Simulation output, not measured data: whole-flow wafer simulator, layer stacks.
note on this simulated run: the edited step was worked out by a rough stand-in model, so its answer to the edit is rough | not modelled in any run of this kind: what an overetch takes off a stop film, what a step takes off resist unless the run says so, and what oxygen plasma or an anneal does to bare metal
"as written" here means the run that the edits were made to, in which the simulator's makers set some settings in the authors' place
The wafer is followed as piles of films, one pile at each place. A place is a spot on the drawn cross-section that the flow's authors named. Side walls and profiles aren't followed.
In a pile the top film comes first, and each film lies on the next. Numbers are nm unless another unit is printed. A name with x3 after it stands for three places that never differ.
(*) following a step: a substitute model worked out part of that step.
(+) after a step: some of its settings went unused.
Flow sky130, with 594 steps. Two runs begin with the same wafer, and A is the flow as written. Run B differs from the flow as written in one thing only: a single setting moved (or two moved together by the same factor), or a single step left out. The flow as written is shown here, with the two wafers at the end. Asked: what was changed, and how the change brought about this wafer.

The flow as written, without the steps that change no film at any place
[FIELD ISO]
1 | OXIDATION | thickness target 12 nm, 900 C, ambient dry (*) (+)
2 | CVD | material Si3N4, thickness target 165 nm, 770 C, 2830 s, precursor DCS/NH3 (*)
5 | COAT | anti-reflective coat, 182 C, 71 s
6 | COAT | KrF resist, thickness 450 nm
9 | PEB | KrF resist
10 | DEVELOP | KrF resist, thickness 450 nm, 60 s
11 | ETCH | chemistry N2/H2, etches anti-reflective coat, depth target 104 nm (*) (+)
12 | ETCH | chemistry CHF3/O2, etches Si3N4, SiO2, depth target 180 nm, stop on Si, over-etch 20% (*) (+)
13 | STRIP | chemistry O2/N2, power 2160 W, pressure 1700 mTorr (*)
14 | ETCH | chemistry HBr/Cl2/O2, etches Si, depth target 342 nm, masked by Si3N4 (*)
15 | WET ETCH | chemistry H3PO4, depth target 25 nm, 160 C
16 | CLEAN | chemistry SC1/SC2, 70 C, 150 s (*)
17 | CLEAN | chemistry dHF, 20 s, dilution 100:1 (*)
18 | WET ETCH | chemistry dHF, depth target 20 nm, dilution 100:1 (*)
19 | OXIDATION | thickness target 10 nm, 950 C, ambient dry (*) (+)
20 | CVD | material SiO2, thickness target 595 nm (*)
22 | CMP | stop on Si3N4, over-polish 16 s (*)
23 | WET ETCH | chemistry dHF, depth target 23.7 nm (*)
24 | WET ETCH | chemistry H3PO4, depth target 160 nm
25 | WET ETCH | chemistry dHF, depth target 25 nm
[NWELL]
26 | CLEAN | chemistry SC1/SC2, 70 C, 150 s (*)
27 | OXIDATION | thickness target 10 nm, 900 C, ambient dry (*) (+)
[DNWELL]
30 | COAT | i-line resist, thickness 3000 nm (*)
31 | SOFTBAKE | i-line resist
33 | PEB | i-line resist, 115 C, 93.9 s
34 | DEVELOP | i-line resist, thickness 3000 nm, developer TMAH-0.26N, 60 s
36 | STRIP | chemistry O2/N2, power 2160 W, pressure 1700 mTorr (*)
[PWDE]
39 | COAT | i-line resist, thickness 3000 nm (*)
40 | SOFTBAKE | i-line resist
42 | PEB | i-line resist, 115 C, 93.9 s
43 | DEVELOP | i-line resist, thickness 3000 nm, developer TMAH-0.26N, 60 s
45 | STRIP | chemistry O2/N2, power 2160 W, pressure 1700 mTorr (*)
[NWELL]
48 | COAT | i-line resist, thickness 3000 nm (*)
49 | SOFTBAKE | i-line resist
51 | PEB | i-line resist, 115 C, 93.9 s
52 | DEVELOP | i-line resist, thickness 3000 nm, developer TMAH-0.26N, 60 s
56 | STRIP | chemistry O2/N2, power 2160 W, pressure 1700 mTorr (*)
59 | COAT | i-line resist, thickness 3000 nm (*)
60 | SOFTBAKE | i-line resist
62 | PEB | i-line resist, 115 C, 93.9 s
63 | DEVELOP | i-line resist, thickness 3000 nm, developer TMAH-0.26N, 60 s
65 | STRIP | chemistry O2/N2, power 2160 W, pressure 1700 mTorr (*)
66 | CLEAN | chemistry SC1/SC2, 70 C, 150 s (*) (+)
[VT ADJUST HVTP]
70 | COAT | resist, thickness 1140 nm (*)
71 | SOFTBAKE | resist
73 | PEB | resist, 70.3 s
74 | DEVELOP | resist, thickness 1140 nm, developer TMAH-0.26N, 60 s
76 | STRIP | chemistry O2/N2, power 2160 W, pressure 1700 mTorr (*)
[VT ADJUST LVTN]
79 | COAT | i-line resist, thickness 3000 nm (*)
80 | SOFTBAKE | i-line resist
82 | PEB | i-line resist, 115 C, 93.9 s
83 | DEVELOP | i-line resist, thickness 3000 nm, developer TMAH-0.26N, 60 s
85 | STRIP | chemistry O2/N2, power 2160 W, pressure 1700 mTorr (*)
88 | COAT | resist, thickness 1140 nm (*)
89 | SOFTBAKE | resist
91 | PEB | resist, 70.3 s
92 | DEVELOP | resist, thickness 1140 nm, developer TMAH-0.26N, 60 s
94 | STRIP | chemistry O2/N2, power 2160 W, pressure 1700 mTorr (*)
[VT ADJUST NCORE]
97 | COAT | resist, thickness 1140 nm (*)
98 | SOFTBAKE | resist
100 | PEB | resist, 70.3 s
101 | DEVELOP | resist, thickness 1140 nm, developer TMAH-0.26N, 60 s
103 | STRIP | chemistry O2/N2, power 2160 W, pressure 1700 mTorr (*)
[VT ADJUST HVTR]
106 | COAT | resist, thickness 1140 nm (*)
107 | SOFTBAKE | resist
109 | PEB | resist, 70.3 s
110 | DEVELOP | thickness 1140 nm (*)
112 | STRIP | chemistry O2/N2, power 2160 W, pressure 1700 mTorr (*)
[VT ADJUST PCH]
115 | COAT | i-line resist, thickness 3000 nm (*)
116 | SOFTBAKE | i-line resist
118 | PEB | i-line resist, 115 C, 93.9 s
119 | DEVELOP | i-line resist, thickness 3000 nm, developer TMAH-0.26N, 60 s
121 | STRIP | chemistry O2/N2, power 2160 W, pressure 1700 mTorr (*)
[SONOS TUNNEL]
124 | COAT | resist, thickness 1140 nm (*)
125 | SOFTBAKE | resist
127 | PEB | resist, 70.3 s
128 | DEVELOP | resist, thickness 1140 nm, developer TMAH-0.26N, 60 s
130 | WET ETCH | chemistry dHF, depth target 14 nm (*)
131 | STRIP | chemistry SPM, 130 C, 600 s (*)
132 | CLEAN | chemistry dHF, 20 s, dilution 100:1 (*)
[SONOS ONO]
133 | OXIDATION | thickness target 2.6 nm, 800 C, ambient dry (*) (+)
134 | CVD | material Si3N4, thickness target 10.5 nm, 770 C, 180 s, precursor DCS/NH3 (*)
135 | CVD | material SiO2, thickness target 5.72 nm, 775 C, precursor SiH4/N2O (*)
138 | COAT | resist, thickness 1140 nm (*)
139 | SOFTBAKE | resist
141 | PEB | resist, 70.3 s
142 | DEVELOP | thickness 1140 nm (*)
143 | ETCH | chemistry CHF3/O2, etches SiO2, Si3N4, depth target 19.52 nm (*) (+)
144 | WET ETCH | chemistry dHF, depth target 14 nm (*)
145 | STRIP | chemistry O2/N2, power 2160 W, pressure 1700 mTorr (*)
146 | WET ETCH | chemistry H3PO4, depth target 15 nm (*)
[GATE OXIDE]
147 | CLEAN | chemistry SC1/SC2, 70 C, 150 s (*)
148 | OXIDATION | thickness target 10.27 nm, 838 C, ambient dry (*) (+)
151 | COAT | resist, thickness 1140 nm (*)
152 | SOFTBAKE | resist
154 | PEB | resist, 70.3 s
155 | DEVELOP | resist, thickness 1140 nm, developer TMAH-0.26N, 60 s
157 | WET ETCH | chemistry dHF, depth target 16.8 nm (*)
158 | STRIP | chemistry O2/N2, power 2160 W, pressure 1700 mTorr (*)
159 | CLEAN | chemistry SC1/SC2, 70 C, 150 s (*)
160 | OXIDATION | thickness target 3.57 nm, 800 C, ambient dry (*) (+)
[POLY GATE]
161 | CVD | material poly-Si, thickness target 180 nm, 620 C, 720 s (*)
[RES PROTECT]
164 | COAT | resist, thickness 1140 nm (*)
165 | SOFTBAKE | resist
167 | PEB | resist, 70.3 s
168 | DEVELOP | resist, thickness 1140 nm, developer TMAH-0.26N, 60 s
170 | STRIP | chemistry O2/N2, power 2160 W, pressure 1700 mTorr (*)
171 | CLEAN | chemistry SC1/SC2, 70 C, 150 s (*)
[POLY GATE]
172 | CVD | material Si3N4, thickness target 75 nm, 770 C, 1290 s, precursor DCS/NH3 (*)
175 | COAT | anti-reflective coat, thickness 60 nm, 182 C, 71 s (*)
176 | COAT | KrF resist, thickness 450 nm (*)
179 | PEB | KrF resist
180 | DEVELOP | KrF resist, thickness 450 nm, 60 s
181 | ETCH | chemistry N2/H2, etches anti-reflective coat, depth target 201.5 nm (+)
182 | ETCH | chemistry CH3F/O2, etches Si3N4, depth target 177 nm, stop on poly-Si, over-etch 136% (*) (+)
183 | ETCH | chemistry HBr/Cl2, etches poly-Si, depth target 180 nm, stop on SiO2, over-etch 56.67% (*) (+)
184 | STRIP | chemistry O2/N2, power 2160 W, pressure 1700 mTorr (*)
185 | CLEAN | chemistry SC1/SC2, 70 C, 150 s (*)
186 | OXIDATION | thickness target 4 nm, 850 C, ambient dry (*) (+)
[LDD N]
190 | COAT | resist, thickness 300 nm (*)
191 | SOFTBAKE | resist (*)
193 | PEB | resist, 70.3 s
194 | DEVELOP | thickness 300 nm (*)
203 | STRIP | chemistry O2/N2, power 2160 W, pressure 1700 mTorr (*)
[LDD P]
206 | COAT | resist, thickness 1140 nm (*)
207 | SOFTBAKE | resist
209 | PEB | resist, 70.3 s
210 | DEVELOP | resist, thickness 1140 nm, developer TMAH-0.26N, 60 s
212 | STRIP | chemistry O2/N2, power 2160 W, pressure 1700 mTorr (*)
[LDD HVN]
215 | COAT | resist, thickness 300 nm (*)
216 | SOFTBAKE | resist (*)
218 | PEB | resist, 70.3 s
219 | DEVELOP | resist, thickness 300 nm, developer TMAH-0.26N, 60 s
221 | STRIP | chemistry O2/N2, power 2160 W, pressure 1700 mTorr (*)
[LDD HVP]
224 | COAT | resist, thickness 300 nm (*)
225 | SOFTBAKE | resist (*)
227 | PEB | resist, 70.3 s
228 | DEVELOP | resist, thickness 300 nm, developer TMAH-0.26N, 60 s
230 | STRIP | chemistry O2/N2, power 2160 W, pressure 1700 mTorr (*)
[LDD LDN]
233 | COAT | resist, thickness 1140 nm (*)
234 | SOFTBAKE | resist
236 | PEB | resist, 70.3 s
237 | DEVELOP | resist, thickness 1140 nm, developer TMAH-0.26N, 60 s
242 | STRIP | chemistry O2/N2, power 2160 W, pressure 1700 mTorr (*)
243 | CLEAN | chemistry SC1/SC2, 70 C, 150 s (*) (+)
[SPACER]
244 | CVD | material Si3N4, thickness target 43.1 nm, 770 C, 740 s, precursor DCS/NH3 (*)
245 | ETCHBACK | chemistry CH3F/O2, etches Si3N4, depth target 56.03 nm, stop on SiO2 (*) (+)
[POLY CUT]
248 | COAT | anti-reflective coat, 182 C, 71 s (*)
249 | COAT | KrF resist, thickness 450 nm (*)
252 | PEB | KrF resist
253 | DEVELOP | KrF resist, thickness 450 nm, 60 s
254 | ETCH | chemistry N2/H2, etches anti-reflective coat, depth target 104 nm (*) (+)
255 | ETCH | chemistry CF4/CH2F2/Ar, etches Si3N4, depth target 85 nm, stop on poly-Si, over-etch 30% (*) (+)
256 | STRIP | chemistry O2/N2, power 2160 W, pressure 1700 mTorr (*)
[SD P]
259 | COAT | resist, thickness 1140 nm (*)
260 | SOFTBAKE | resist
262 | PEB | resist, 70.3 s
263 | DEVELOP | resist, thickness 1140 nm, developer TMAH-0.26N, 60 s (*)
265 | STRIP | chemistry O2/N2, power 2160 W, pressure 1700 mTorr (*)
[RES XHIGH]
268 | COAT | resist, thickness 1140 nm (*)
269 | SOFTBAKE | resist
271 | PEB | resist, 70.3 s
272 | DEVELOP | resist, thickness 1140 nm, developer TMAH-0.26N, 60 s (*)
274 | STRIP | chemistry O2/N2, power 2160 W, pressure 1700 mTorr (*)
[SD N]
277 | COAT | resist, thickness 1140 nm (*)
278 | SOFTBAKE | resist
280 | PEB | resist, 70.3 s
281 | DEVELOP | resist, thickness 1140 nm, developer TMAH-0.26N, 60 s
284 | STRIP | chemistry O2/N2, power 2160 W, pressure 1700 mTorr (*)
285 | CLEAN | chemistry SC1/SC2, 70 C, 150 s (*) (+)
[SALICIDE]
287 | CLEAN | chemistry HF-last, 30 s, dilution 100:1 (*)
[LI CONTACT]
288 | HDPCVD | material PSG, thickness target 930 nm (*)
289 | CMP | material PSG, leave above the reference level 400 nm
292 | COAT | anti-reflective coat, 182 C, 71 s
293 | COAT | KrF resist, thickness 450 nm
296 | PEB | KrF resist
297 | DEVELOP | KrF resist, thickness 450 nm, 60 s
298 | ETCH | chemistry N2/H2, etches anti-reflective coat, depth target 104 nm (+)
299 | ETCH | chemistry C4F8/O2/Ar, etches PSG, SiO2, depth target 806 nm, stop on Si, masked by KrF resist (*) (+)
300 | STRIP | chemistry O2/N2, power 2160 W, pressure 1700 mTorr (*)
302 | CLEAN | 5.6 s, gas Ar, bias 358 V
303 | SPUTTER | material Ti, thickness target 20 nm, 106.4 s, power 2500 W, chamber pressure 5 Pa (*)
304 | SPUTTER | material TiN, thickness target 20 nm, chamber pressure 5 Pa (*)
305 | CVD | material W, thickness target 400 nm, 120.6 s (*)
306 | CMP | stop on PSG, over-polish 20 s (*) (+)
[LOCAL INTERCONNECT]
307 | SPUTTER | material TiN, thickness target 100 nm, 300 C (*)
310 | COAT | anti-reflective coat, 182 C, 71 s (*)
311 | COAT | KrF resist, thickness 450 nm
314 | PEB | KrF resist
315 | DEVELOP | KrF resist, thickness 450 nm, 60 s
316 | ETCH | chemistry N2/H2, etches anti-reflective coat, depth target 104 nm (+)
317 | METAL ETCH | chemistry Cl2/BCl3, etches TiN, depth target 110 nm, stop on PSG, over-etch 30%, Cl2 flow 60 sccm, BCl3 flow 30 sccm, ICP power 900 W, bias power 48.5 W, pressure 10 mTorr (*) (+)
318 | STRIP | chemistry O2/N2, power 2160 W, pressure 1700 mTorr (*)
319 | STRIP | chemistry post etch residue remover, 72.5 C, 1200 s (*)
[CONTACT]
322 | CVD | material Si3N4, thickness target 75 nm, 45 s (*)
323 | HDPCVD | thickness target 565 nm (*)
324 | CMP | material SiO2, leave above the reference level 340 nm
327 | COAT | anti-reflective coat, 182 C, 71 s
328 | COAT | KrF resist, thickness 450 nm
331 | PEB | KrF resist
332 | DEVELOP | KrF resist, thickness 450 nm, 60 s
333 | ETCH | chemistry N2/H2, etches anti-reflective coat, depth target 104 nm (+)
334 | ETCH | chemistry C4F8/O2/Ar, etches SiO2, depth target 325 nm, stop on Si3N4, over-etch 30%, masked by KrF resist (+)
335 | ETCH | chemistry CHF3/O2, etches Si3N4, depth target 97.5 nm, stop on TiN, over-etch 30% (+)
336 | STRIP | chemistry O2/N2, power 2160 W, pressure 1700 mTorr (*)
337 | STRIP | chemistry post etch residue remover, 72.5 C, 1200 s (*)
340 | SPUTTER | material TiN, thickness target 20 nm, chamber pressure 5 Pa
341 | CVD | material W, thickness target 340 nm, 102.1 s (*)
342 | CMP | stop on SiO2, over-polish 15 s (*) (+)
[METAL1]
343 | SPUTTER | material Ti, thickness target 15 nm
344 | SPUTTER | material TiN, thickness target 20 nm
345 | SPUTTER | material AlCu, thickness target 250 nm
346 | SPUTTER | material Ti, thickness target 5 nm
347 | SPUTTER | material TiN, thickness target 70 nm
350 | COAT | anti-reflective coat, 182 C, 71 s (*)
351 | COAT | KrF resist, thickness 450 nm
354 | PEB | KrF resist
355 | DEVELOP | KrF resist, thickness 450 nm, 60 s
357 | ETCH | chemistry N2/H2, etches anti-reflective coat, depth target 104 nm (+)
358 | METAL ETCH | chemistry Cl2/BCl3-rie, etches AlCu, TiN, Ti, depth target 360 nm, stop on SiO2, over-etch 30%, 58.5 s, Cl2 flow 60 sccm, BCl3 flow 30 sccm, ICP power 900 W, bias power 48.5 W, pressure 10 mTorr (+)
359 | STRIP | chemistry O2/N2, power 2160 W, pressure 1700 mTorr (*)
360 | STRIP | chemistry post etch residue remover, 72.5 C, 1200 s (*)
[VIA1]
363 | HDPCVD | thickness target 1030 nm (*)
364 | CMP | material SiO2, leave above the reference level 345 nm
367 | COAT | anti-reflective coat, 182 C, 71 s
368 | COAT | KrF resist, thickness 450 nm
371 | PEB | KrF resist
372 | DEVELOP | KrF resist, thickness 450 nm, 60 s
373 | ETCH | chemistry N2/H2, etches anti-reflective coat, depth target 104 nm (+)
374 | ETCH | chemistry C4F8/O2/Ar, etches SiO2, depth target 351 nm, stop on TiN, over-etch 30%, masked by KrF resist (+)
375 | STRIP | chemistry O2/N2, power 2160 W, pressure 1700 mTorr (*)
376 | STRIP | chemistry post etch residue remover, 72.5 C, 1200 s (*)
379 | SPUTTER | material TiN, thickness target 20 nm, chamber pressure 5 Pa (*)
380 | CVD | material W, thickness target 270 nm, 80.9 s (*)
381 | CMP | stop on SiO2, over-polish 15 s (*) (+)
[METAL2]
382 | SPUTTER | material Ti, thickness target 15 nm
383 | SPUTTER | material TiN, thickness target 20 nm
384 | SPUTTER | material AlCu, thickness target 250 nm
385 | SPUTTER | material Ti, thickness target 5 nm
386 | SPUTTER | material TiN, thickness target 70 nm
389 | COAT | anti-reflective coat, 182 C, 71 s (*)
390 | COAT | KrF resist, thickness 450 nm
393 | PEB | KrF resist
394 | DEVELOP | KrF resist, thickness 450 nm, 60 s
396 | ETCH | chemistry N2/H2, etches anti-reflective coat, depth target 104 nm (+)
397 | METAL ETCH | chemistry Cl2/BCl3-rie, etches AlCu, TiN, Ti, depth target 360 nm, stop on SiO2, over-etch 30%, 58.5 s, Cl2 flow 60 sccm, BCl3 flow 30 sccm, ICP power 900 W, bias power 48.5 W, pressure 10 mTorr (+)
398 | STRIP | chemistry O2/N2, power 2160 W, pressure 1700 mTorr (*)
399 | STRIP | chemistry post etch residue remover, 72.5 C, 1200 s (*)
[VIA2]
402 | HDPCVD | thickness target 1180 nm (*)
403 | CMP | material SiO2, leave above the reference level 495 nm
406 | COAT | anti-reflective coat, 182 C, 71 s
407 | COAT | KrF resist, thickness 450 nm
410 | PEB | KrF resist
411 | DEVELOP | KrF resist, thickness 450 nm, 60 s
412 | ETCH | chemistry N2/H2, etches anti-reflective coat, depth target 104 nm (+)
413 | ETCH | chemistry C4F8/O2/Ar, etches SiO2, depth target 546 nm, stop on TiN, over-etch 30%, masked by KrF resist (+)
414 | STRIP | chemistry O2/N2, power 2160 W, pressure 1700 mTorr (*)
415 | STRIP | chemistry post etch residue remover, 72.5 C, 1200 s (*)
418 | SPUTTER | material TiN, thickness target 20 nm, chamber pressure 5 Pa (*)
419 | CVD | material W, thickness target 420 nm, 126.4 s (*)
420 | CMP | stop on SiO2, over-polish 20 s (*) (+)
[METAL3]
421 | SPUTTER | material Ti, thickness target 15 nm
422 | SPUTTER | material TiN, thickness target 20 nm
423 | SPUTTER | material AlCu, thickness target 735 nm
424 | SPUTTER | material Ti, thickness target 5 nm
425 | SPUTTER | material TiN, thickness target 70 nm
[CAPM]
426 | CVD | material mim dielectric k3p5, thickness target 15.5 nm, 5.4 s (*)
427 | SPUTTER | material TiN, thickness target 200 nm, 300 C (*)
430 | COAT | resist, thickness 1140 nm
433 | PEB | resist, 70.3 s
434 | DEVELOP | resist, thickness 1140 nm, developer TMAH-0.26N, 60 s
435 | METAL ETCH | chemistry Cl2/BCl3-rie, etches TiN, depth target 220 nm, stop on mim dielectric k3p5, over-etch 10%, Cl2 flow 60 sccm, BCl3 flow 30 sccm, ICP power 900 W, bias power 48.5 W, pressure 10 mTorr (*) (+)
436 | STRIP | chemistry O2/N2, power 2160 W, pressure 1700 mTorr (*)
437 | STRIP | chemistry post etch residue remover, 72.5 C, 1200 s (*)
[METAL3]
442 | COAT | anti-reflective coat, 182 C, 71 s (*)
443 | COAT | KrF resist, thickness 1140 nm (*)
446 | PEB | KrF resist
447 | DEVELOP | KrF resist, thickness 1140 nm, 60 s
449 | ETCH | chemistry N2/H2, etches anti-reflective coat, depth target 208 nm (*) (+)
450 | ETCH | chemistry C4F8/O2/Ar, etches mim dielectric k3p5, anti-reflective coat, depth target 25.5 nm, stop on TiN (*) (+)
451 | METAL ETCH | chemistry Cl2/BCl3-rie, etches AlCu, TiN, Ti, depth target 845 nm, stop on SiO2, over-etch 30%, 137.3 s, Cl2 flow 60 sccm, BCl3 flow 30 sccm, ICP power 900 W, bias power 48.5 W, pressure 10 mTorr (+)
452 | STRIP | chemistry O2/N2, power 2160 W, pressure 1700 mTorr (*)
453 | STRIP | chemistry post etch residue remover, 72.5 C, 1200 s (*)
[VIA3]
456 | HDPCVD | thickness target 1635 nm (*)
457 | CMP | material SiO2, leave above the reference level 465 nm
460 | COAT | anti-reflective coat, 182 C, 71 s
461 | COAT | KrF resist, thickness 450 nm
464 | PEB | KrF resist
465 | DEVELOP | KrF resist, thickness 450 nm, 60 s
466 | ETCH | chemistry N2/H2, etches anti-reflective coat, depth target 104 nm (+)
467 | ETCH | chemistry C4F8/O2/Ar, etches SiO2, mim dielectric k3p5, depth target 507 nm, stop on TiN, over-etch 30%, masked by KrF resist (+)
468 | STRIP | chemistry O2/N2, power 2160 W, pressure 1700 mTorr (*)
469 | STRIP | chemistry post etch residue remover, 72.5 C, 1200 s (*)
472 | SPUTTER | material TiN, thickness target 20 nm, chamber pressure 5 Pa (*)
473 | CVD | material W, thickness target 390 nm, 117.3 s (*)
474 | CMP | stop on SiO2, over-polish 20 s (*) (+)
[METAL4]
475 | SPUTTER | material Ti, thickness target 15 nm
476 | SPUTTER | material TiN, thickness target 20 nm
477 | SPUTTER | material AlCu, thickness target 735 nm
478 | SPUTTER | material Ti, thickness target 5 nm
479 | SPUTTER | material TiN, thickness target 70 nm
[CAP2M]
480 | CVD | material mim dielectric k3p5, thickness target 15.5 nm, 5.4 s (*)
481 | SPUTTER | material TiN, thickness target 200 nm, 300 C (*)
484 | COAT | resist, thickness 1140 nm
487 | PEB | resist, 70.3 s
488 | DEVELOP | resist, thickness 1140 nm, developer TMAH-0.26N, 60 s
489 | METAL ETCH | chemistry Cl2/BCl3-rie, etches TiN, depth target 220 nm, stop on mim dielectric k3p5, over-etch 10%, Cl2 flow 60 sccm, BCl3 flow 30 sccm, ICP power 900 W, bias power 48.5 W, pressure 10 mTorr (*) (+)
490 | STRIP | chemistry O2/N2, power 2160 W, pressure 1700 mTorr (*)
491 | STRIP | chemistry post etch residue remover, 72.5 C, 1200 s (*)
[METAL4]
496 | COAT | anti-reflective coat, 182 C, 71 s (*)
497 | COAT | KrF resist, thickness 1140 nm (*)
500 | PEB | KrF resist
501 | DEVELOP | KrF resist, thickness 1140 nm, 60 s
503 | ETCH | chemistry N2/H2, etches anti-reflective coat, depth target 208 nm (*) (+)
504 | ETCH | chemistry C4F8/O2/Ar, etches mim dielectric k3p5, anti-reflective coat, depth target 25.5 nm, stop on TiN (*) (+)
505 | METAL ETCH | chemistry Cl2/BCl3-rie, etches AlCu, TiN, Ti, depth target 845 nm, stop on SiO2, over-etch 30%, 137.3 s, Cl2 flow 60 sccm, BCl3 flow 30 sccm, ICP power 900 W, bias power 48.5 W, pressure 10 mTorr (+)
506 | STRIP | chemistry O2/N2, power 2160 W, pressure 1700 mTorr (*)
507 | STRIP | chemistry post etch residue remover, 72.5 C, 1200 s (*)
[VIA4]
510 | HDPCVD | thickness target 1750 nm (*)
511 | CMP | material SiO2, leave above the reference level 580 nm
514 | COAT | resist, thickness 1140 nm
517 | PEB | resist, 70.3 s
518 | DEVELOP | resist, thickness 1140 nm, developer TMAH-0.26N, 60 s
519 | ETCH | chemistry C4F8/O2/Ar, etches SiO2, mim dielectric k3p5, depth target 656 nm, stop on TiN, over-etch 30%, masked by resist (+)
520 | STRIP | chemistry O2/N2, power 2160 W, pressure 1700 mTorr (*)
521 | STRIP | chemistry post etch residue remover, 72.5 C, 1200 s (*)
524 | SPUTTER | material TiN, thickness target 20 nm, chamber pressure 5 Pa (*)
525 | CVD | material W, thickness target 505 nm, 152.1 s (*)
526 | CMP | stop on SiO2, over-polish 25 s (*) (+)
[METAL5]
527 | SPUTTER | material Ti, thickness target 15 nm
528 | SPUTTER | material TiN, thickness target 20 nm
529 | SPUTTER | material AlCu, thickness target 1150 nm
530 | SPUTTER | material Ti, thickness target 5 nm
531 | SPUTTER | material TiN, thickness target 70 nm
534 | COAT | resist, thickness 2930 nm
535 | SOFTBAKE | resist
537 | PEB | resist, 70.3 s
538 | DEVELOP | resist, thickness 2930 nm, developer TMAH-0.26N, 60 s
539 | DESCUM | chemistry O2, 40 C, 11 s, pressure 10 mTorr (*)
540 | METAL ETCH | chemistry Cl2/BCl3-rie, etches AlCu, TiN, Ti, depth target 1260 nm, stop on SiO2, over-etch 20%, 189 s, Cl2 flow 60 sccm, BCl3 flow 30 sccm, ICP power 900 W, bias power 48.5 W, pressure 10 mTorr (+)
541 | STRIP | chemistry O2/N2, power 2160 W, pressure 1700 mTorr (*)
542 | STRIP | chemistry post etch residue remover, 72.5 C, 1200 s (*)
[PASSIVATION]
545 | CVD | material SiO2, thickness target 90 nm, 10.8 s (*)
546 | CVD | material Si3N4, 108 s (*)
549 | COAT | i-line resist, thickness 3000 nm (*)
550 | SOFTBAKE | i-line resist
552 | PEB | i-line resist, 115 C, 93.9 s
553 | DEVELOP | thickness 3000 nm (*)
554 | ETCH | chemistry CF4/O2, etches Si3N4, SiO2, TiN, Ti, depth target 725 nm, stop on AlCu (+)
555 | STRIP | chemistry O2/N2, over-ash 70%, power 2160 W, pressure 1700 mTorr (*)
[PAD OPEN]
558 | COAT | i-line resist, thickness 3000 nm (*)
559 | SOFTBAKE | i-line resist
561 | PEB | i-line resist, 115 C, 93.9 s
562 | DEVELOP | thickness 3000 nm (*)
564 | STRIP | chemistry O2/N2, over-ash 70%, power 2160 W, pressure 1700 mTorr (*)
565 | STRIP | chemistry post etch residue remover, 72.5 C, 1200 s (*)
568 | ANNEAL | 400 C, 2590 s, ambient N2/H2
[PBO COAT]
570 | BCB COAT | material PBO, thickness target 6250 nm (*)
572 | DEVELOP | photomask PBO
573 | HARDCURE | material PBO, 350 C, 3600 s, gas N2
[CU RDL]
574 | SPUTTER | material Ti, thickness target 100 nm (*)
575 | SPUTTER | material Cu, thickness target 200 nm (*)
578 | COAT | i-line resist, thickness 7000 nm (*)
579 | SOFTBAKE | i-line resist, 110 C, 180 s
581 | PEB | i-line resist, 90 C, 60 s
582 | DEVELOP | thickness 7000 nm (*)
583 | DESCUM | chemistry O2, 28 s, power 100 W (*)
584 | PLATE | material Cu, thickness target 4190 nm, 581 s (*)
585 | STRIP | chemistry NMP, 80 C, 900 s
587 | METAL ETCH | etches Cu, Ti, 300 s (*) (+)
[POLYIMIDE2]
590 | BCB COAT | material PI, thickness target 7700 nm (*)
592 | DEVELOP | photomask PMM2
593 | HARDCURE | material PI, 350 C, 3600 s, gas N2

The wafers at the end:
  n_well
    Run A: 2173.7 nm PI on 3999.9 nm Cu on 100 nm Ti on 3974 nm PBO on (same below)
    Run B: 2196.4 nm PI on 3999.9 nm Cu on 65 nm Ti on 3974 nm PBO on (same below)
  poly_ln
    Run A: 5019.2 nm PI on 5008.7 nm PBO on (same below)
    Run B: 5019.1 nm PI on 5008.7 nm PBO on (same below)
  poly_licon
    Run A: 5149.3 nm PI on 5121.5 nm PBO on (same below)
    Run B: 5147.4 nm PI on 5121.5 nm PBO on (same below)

What caused this: step 574, SPUTTER: thickness target 65 nm was run, while the flow as written has thickness target 100 nm.
The wafer lets one read it off: n_well has Ti 65, and step 574 as written asks for 100 nm.

Step by step, how the change led to this:
  574 | SPUTTER | material Ti, thickness target 100 nm (*)
      field, active, n_well and 190 more: A Ti gains 100 (new film) | B Ti gains 65 (new film)
  587 | METAL ETCH | etches Cu, Ti, 300 s (*) (+)
      field, active, gate and 167 more: A Cu loses 200 (all of it), Ti loses 100 (all of it) | B Cu loses 200 (all of it), Ti loses 65 (all of it)
  590 | BCB COAT | material PI, thickness target 7700 nm (*)
      de16_gate_nw: A PI gains 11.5 um (new film) | B PI gains 11.47 um (new film)
